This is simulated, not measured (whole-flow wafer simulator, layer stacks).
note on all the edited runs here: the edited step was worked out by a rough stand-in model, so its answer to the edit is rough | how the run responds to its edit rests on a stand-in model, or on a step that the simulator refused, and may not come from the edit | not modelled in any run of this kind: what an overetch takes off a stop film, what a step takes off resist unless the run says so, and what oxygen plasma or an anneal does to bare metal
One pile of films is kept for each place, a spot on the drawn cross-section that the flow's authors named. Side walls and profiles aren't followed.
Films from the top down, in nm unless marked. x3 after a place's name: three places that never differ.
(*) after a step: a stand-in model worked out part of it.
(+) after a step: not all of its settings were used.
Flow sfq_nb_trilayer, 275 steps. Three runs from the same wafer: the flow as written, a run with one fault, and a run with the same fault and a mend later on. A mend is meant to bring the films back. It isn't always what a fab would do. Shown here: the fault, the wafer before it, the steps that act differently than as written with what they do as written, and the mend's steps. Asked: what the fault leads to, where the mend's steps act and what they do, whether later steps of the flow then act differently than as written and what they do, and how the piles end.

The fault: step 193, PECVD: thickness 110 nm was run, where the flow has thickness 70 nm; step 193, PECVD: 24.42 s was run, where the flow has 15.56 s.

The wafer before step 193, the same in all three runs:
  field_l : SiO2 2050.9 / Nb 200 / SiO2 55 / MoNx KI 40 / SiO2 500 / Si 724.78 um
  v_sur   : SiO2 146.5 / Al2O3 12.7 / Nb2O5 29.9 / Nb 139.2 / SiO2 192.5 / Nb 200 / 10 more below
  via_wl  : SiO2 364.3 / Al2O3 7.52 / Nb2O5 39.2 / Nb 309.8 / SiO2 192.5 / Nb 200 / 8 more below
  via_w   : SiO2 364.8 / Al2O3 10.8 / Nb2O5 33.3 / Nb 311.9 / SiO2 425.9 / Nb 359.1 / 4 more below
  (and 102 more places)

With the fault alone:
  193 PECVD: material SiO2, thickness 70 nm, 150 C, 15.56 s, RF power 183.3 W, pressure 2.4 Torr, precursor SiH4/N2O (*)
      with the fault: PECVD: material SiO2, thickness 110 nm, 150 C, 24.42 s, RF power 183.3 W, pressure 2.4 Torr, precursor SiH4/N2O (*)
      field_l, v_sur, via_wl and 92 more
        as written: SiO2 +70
        with the fault: SiO2 +110
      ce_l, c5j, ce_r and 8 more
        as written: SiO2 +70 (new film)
        with the fault: SiO2 +110 (new film)
  Later steps of the flow that act differently than as written (16 more steps differ only slightly, by at most 2% or 0.5 nm, whichever is larger, and aren't shown):
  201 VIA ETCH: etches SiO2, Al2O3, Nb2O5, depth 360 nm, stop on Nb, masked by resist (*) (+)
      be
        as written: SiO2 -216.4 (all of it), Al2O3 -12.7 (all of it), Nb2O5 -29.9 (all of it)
        with the fault: SiO2 -256.4 (all of it), Al2O3 -12.7 (all of it), Nb2O5 -29.9 (all of it)
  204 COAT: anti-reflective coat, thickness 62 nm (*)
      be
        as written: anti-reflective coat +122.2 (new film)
        with the fault: anti-reflective coat +128 (new film)
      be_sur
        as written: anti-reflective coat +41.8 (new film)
        with the fault: anti-reflective coat +40.4 (new film)
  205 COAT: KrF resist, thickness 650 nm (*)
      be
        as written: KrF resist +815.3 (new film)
        with the fault: KrF resist +844.1 (new film)
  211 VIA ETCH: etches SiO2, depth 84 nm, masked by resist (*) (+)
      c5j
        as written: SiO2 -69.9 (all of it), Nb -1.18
        with the fault: SiO2 -84
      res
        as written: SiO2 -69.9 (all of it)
        with the fault: SiO2 -84
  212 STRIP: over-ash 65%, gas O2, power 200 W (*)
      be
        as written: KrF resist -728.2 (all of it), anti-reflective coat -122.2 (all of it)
        with the fault: KrF resist -756.9 (all of it), anti-reflective coat -128 (all of it)
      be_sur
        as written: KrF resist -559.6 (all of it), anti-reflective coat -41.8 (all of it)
        with the fault: KrF resist -557.3 (all of it), anti-reflective coat -40.4 (all of it)
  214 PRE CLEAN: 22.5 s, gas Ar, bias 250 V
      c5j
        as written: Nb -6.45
        with the fault: SiO2 -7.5
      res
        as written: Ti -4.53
        with the fault: SiO2 -7.5
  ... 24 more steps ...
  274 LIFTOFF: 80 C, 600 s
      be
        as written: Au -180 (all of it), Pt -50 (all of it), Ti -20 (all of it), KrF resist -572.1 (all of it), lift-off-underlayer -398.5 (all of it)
        with the fault: Au -180 (all of it), Pt -50 (all of it), Ti -20 (all of it), KrF resist -600.4 (all of it), lift-off-underlayer -605.8 (all of it)
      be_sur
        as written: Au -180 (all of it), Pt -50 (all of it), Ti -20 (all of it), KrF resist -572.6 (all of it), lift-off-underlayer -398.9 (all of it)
        with the fault: Au -180 (all of it), Pt -50 (all of it), Ti -20 (all of it), KrF resist -582.6 (all of it), lift-off-underlayer -376.6 (all of it)
  At the end the piles differ from the flow's by more than 2% or 0.5 nm, whichever is larger, at v_sur, via_wl, via_w and 79 more.
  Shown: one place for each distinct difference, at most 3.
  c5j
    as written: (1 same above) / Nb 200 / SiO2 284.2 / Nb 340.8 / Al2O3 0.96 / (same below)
    with the fault: (1 same above) / Nb 200 / SiO2 303.3 / Nb 183.3 / SiO2 18.4 / Nb 160 / Al2O3 0.96 / (same below)
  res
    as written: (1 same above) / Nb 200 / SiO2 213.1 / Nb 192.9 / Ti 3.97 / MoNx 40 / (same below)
    with the fault: (1 same above) / Nb 200 / SiO2 233.8 / Nb 189.4 / SiO2 18.4 / Ti 8.5 / MoNx 40 / (same below)
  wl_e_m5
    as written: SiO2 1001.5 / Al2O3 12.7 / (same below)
    with the fault: SiO2 1041.5 / Al2O3 12.7 / (same below)

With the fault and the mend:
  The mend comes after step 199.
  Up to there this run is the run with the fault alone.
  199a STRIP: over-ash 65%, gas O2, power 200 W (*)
      p4_fl x3, p4_w1 x9, p4_g1 x2 and 33 more
        KrF resist -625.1 (all of it), anti-reflective coat -62 (all of it)
      wl_b_m5, wl_b_sr, wl_c_sl and 12 more
        KrF resist -625 (all of it), anti-reflective coat -62 (all of it)
      field_l, v_sur, via_wl, via_w
        KrF resist -625.7 (all of it), anti-reflective coat -62.2 (all of it)
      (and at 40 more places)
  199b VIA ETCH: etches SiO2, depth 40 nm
      field_l, v_sur, via_wl and 103 more
        SiO2 -40
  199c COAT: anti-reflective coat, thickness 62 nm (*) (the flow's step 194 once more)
      p4_fl x3, p4_w1 x9, p4_g1 x2 and 50 more
        anti-reflective coat +62 (new film)
      via_wr, via_sp, via_v, wire, lsp_r, l0_sur, l0v
        anti-reflective coat +62.3 (new film)
      be, be_sur, gap, lsp_m, ln_m6
        anti-reflective coat +62.4 (new film)
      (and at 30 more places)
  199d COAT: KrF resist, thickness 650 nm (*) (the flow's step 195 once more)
      p4_fl x3, p4_w1 x9, p4_g1 x2 and 33 more
        KrF resist +650 (new film)
      wl_b_m5, wl_b_sr, wl_c_sl and 12 more
        KrF resist +649.9 (new film)
      field_l, v_sur, via_wl, via_w
        KrF resist +650.6 (new film)
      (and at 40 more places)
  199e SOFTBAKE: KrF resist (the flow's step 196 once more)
      changes no film at any place that is followed
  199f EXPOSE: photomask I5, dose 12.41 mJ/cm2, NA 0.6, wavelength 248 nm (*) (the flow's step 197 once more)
      changes no film at any place that is followed
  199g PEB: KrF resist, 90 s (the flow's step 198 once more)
      field_l, v_sur, via_wl and 87 more
        KrF resist -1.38
      jj_sur, ce_l, sp_r, moat, field_r, wl_jj
        KrF resist -1.39
      be_r, r_sur, res, r_end
        KrF resist -1.33
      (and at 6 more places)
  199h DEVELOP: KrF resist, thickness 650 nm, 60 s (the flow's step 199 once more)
      field_l, v_sur, via_wl and 102 more
        KrF resist -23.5
      be
        KrF resist -649.8 (all of it)
  No later step of the flow acts differently than as written, at any place that is followed, by more than 2% or 0.5 nm, whichever is larger.
  At the end the piles are the same as the flow's at every place that both follow.
